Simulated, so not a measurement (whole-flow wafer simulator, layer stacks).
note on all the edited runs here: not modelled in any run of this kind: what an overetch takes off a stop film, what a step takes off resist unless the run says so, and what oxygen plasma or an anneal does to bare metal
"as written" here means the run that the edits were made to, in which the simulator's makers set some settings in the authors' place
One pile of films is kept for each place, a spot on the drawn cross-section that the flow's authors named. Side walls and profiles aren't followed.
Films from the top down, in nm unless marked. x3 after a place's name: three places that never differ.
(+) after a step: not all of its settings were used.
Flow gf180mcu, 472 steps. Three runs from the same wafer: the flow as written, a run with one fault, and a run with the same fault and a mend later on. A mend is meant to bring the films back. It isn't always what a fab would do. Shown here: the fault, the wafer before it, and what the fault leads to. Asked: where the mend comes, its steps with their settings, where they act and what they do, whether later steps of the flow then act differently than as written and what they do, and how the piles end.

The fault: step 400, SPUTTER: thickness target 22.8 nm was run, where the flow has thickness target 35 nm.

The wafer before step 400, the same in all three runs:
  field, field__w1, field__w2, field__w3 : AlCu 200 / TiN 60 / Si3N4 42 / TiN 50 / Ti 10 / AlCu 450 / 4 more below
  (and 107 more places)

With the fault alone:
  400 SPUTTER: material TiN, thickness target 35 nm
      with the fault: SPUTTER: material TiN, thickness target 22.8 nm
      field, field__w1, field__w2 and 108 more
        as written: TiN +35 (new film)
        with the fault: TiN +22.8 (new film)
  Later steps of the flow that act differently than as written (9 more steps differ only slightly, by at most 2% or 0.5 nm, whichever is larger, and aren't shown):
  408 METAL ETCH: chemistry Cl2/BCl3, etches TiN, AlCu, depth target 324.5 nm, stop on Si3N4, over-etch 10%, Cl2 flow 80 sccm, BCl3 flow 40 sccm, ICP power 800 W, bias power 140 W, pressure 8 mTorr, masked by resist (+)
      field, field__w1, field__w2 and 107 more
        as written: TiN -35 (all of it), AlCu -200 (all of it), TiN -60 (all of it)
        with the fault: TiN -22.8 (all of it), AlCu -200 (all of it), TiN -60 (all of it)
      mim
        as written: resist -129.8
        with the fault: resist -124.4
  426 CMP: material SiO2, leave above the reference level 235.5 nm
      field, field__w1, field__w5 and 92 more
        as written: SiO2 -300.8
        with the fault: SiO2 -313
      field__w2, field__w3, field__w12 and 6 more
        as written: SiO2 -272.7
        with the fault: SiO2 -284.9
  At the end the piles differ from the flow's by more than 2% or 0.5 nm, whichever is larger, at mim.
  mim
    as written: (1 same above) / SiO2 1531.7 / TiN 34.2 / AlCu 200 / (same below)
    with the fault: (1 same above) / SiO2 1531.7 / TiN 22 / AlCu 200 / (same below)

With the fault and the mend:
  The mend comes after step 400.
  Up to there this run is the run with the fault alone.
  400a SPUTTER: material TiN, thickness target 12.2 nm (the flow's step 400 once more, with other settings)
      field, field__w1, field__w2 and 108 more
        TiN +12.2
  No later step of the flow acts differently than as written at any place that is followed.
  At the end the piles are the same as the flow's at every place that both follow.
